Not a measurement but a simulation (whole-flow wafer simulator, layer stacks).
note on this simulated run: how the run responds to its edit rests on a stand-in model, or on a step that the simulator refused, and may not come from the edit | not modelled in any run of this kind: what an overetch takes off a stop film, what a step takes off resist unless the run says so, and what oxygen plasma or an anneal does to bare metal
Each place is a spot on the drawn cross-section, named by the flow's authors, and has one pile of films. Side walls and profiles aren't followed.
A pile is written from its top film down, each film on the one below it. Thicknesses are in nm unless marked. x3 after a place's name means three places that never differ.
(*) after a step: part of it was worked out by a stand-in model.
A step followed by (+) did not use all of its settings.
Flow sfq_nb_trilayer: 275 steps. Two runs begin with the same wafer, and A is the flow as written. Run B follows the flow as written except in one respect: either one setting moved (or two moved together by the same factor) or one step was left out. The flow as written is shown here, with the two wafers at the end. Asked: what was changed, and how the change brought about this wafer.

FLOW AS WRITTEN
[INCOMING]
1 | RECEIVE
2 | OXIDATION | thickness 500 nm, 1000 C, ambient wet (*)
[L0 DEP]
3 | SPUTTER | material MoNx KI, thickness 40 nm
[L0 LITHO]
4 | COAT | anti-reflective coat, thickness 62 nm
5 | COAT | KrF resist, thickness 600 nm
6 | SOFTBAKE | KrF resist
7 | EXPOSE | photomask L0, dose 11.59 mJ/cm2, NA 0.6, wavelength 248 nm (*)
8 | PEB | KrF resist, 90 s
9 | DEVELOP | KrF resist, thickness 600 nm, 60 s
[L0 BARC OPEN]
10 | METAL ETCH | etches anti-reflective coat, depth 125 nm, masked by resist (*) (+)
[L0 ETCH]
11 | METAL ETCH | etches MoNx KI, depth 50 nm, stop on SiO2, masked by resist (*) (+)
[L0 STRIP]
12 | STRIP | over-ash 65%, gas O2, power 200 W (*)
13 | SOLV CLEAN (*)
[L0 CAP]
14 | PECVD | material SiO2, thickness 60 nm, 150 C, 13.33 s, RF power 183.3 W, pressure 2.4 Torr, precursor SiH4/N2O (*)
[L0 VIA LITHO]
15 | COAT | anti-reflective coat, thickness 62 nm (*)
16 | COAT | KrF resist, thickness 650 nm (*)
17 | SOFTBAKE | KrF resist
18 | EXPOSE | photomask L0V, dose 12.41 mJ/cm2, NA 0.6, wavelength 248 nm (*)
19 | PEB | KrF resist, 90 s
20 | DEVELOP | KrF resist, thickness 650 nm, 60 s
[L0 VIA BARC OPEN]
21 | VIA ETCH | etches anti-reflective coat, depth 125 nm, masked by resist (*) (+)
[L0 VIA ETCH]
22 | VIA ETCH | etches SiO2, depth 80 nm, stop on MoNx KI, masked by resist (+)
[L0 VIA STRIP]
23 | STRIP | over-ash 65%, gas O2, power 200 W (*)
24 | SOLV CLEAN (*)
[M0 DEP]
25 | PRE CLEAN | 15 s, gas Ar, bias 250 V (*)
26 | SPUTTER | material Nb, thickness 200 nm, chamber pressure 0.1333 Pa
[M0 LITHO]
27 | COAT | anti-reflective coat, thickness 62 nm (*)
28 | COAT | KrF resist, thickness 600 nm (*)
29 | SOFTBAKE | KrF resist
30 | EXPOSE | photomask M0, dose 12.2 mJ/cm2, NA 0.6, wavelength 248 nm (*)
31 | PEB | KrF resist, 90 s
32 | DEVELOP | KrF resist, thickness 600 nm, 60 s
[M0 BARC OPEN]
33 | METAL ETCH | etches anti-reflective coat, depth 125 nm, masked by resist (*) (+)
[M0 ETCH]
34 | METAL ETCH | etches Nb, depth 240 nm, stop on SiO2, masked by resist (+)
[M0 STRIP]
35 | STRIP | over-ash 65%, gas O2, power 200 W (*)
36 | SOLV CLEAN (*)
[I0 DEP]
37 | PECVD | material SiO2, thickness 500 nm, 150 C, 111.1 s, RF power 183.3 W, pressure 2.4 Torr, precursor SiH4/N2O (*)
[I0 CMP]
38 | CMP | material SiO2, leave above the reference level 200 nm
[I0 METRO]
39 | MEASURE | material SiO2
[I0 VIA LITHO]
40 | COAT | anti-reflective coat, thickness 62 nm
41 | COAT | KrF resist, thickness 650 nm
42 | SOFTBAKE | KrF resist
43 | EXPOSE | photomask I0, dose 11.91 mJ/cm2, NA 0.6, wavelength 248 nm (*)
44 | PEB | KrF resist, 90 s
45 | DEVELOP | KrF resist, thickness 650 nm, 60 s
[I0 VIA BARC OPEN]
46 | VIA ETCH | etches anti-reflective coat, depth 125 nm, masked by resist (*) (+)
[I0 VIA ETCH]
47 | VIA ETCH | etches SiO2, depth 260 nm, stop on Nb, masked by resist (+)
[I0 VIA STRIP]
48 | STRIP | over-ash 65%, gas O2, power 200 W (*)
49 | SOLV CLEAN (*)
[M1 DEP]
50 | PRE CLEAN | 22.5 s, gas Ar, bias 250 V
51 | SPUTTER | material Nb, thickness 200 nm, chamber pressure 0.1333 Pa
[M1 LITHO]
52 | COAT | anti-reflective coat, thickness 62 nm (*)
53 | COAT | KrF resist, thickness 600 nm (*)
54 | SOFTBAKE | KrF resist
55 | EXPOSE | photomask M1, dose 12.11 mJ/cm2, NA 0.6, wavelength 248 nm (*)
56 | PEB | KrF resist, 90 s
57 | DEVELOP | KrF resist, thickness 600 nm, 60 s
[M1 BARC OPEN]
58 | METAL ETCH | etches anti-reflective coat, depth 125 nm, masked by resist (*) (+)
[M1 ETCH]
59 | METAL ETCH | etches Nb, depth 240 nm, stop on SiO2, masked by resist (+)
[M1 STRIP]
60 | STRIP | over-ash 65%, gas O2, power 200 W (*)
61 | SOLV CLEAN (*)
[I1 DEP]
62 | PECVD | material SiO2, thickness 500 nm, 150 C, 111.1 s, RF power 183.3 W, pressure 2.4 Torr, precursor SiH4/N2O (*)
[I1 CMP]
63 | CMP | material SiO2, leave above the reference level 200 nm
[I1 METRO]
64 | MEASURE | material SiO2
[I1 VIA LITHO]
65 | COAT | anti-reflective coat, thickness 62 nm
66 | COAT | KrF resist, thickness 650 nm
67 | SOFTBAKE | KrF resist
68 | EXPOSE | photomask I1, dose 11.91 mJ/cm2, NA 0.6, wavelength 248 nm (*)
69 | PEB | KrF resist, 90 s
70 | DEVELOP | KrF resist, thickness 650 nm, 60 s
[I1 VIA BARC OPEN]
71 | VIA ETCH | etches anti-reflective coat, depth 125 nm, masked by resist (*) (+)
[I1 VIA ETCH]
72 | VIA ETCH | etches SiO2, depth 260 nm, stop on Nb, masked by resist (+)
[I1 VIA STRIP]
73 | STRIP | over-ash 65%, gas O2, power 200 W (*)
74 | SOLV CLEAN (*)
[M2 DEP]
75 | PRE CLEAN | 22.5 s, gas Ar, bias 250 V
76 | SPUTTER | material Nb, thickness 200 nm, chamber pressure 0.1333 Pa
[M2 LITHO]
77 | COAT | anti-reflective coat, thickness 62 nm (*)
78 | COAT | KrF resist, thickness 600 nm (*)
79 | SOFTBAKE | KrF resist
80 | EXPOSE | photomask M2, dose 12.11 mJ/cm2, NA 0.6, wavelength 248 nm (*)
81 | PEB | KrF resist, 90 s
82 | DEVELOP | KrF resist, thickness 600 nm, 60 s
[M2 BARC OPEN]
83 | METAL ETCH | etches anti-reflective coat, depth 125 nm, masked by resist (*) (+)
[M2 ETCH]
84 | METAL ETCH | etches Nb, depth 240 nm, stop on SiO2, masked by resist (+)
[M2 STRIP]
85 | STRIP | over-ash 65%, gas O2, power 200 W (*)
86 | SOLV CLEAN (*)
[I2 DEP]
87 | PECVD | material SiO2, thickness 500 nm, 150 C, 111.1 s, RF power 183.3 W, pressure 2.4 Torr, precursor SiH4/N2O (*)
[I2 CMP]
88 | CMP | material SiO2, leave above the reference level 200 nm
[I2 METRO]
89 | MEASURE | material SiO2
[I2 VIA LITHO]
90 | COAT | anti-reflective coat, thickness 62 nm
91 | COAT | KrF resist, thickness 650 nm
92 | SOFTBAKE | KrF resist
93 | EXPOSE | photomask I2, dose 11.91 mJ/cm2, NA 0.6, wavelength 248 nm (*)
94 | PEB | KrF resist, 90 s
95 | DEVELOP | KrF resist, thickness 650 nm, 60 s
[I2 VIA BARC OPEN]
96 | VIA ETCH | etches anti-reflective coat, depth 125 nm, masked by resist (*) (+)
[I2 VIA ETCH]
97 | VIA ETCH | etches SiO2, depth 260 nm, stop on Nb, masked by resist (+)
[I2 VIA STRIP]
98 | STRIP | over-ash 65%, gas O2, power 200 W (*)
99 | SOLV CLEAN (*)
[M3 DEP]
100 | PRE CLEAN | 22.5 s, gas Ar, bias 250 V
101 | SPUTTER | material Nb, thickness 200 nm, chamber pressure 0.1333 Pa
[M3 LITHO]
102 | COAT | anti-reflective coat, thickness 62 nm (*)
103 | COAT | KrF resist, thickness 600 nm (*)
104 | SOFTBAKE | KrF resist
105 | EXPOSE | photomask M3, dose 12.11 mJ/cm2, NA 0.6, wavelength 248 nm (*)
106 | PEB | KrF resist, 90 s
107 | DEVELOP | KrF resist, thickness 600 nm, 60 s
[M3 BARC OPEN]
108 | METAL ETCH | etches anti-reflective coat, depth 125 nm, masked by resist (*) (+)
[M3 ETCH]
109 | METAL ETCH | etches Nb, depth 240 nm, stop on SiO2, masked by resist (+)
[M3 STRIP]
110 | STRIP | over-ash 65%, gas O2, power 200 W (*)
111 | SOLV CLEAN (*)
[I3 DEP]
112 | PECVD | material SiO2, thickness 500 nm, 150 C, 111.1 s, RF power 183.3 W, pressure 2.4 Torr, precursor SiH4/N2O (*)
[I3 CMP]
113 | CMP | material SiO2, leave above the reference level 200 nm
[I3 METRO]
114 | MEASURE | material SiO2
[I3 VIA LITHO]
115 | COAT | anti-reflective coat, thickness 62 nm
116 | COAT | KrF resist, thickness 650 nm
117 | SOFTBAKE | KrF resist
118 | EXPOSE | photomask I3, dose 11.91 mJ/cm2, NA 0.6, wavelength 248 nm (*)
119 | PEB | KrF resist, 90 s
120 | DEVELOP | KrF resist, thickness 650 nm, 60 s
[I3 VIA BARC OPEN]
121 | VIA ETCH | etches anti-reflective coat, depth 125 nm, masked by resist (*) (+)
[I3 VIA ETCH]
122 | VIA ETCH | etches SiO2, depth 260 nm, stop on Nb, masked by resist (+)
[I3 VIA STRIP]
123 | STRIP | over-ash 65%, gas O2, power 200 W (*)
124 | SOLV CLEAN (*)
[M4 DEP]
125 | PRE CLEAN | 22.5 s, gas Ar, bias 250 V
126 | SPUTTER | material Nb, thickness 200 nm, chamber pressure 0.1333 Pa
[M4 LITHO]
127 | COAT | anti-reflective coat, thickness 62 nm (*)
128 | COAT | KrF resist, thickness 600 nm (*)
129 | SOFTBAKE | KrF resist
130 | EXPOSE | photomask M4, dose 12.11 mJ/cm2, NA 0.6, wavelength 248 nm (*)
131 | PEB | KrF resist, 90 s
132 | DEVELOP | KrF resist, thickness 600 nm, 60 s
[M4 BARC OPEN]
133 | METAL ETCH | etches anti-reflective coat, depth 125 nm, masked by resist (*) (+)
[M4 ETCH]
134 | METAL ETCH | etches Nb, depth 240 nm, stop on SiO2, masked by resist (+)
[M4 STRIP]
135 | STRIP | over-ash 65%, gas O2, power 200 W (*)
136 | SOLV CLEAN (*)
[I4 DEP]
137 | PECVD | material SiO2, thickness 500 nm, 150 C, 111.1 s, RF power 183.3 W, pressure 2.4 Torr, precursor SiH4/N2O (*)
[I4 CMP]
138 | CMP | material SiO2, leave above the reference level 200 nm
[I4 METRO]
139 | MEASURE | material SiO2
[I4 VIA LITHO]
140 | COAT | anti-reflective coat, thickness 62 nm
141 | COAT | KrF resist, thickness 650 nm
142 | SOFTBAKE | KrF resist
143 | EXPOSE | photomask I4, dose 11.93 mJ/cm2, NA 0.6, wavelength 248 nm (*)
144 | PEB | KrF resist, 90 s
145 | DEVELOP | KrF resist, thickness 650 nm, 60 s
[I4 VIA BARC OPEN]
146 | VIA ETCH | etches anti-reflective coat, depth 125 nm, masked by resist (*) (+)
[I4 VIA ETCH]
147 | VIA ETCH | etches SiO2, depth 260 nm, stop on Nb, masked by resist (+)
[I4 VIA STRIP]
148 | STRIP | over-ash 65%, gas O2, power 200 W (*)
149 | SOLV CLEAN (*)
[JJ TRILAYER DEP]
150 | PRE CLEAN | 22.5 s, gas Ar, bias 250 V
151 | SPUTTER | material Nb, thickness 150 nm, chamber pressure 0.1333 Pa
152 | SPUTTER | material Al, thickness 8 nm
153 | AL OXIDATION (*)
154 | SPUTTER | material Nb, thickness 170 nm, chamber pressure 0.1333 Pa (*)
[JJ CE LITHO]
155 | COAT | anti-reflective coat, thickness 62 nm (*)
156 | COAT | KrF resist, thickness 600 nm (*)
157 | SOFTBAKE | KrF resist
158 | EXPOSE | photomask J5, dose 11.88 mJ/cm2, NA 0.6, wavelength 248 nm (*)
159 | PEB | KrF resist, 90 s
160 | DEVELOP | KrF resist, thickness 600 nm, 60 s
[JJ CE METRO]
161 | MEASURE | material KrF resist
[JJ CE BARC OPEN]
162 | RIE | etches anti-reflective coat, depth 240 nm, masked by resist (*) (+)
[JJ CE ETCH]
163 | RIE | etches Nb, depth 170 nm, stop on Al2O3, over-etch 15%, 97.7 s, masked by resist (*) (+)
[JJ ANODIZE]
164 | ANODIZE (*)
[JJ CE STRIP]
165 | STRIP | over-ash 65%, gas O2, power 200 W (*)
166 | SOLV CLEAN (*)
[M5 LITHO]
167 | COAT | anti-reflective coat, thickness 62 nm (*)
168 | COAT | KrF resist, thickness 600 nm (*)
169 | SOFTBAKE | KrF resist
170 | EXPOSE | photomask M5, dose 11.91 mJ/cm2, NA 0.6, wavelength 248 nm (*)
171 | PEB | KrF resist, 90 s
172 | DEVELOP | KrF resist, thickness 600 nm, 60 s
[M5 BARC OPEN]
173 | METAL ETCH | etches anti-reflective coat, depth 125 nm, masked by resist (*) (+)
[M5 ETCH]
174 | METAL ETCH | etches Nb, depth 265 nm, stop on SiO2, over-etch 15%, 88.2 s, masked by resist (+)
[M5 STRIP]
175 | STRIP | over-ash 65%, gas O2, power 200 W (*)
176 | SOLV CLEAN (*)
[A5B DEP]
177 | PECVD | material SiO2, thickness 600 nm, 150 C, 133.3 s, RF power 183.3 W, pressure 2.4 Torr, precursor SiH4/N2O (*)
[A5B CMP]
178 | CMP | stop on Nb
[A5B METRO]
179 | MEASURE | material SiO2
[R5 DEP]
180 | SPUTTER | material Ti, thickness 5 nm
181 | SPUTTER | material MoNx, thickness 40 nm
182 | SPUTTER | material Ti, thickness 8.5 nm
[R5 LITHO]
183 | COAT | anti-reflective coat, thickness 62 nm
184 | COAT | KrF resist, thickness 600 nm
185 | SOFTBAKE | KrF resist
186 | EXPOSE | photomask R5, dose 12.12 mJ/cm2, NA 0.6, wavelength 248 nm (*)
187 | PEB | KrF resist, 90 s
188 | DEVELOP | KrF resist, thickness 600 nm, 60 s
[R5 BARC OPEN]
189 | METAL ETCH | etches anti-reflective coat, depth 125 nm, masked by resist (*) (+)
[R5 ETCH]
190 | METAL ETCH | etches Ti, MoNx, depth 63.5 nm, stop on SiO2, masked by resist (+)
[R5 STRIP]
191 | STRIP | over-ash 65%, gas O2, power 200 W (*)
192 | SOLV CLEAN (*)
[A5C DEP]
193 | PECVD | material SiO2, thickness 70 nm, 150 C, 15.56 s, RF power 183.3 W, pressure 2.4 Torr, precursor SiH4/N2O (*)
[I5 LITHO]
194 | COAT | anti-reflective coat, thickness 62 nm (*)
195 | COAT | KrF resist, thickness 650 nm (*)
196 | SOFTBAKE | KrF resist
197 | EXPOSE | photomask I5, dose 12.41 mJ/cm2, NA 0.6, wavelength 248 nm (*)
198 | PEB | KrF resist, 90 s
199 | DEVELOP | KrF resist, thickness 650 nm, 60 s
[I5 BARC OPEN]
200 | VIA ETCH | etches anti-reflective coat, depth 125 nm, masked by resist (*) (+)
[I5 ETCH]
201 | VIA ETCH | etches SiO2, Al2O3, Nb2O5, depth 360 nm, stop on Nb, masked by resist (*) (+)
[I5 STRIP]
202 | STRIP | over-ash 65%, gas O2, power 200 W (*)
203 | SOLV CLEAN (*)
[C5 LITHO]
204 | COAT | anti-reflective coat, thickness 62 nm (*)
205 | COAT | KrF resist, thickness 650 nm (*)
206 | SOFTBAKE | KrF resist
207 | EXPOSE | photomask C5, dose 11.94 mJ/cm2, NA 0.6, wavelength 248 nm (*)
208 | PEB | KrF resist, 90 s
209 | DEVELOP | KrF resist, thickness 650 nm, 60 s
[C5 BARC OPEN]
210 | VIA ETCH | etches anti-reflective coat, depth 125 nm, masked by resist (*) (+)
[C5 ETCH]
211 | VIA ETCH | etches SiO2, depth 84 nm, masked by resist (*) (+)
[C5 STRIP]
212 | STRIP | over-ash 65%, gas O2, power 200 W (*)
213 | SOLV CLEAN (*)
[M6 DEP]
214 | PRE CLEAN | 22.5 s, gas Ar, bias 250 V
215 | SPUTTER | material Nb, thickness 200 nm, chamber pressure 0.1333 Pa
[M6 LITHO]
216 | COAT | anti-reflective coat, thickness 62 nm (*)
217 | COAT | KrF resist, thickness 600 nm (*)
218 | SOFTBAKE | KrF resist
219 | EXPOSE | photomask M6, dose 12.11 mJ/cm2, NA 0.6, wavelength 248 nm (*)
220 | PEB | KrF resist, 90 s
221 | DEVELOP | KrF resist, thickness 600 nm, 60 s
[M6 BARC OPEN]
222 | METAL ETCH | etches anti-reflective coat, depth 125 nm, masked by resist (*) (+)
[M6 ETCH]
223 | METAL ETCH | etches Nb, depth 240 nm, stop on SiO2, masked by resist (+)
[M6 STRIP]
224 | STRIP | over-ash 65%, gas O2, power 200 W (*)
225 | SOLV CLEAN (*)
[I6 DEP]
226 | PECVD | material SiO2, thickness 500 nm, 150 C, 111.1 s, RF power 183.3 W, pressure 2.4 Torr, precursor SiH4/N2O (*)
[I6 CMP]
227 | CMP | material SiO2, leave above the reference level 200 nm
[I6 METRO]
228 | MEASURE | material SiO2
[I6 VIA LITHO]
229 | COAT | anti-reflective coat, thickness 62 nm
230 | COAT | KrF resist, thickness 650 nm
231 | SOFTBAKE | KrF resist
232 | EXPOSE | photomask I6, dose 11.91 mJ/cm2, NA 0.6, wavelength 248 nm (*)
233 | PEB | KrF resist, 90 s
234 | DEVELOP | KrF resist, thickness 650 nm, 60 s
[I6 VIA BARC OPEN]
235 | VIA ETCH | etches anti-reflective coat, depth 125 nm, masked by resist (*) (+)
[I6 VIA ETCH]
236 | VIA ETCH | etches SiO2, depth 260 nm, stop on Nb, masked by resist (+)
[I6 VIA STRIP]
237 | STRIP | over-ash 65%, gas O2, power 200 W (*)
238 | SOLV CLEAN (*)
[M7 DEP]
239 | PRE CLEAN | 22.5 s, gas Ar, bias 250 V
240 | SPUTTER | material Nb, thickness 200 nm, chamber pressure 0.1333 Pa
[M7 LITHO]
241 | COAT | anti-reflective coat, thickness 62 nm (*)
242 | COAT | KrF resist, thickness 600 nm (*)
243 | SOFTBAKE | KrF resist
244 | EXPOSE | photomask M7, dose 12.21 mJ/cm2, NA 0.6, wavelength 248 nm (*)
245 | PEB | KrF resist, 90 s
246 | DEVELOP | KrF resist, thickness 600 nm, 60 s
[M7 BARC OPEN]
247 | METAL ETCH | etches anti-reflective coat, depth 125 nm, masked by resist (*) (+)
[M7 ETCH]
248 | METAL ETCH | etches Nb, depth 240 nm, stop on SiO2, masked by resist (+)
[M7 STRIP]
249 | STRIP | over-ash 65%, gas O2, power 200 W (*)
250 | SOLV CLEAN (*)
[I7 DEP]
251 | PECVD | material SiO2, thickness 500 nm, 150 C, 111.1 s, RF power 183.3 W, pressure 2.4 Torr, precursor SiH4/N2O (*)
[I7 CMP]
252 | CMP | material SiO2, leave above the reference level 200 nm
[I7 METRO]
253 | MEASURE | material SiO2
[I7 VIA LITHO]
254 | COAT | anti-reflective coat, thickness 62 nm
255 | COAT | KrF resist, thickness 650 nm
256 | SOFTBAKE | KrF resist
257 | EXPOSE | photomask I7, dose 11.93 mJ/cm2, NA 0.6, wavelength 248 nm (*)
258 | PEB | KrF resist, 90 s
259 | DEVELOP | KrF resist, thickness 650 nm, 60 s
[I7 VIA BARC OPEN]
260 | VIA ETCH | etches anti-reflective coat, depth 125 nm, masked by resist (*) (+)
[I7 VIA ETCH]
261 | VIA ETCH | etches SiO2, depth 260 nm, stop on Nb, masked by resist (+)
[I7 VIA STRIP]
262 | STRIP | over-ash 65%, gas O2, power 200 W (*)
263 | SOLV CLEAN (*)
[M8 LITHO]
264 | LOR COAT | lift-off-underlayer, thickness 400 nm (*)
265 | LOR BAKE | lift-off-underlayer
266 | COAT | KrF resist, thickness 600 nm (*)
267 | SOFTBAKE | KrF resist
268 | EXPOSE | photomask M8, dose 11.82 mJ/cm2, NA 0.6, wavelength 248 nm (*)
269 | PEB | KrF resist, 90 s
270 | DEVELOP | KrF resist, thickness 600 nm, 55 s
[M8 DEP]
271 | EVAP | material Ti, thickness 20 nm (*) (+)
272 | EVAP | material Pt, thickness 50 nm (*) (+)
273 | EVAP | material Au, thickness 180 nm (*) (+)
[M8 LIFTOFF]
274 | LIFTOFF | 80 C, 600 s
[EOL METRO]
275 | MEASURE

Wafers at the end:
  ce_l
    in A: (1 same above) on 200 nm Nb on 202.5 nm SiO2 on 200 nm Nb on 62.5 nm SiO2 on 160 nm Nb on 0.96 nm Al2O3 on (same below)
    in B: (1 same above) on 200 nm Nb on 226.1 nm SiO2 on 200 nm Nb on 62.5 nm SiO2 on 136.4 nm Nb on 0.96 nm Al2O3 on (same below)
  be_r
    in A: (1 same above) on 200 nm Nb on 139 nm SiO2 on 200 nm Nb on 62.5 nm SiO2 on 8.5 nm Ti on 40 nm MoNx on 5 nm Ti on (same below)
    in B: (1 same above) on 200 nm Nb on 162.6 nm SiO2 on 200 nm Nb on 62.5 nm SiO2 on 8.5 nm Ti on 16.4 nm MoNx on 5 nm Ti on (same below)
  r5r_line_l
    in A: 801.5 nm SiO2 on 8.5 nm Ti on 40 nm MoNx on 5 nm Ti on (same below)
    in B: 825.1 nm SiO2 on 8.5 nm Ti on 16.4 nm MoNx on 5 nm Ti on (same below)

Cause: step 181, SPUTTER: thickness 16.4 nm was run, while the flow as written has thickness 40 nm.
The wafer itself shows it: be_r has MoNx 16.4, and step 181 as written asks for 40 nm.

The path from the change to this, step by step:
  181 | SPUTTER | material MoNx, thickness 40 nm
      field_l, v_sur, via_wl and 103 more: A +40 MoNx (new film) | B +16.4 MoNx (new film)
  190 | METAL ETCH | etches Ti, MoNx, depth 63.5 nm, stop on SiO2, masked by resist (+)
      field_l, v_sur, via_wl and 92 more: A -8.5 Ti (all of it), -40 MoNx (all of it), -5 Ti (all of it) | B -8.5 Ti (all of it), -16.4 MoNx (all of it), -5 Ti (all of it)
      ce_l, c5j, ce_r, wl_jj: A -8.5 Ti (all of it), -40 MoNx (all of it), -5 Ti (all of it), -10 Nb | B -8.5 Ti (all of it), -16.4 MoNx (all of it), -5 Ti (all of it), -33.6 Nb
  194 | COAT | anti-reflective coat, thickness 62 nm (*)
      wl_j_sl, wl_j_sr: A +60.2 anti-reflective coat (new film) | B +56.5 anti-reflective coat (new film)
      r5r_spacepad_l, r5r_spacepad_r: A +84.4 anti-reflective coat (new film) | B +74.3 anti-reflective coat (new film)
      (also at 15 further places)
  202 | STRIP | over-ash 65%, gas O2, power 200 W (*)
      wl_j_sl, wl_j_sr: A -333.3 KrF resist (all of it), -60.2 anti-reflective coat (all of it) | B -333.4 KrF resist (all of it), -56.5 anti-reflective coat (all of it)
      r5r_spacepad_l, r5r_spacepad_r: A -335.6 KrF resist (all of it), -84.4 anti-reflective coat (all of it) | B -334.7 KrF resist (all of it), -74.3 anti-reflective coat (all of it)
      (also at 15 further places)
  204 | COAT | anti-reflective coat, thickness 62 nm (*)
      wl_j_sl, wl_j_sr: A +60.2 anti-reflective coat (new film) | B +56.5 anti-reflective coat (new film)
      r5r_spacepad_l, r5r_spacepad_r: A +84.4 anti-reflective coat (new film) | B +74.3 anti-reflective coat (new film)
      (also at 15 further places)
  210 | VIA ETCH | etches anti-reflective coat, depth 125 nm, masked by resist (*) (+)
      field_l, v_sur, via_wl and 101 more: A -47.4 KrF resist | B -49 KrF resist
      c5j: A -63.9 anti-reflective coat (all of it), -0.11 SiO2 | B -70.3 anti-reflective coat (all of it), -0.09 SiO2
      (also at 1 further place)
  212 | STRIP | over-ash 65%, gas O2, power 200 W (*)
      wl_j_sl, wl_j_sr: A -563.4 KrF resist (all of it), -60.2 anti-reflective coat (all of it) | B -561.7 KrF resist (all of it), -56.5 anti-reflective coat (all of it)
      r5r_spacepad_l, r5r_spacepad_r: A -565.8 KrF resist (all of it), -84.4 anti-reflective coat (all of it) | B -563 KrF resist (all of it), -74.3 anti-reflective coat (all of it)
      (also at 13 further places)
  216 | COAT | anti-reflective coat, thickness 62 nm (*)
      r5r_line_l, r5r_line_c, r5r_line_r: A +50 anti-reflective coat (new film) | B +54.3 anti-reflective coat (new film)
      wl_j_sl, wl_j_sr: A +60.2 anti-reflective coat (new film) | B +56.6 anti-reflective coat (new film)
      (also at 14 further places)
  222 | METAL ETCH | etches anti-reflective coat, depth 125 nm, masked by resist (*) (+)
      r5r_line_l, r5r_line_c, r5r_line_r: A -50 anti-reflective coat (all of it) | B -54.3 anti-reflective coat (all of it)
      r5r_spacepad_l, r5r_spacepad_r: A -85.7 anti-reflective coat (all of it) | B -74.6 anti-reflective coat (all of it)
      (also at 2 further places)
  224 | STRIP | over-ash 65%, gas O2, power 200 W (*)
      wl_j_sl, wl_j_sr: A -382.5 KrF resist (all of it), -60.2 anti-reflective coat (all of it) | B -382.3 KrF resist (all of it), -56.6 anti-reflective coat (all of it)
      jj_sur: A -378.5 KrF resist (all of it), -56.1 anti-reflective coat (all of it) | B -377 KrF resist (all of it), -52 anti-reflective coat (all of it)
      (also at 9 further places)
  226 | PECVD | material SiO2, thickness 500 nm, 150 C, 111.1 s, RF power 183.3 W, pressure 2.4 Torr, precursor SiH4/N2O (*)
      r5r_spacepad_l, r5r_spacepad_r: A +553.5 SiO2 | B +527.4 SiO2
  227 | CMP | material SiO2, leave above the reference level 200 nm
      ce_l, ce_r, wl_jj: A -290 SiO2 | B -266.4 SiO2
      be_r, r_sur, r_end: A -353.5 SiO2 | B -329.9 SiO2
      (also at 7 further places)
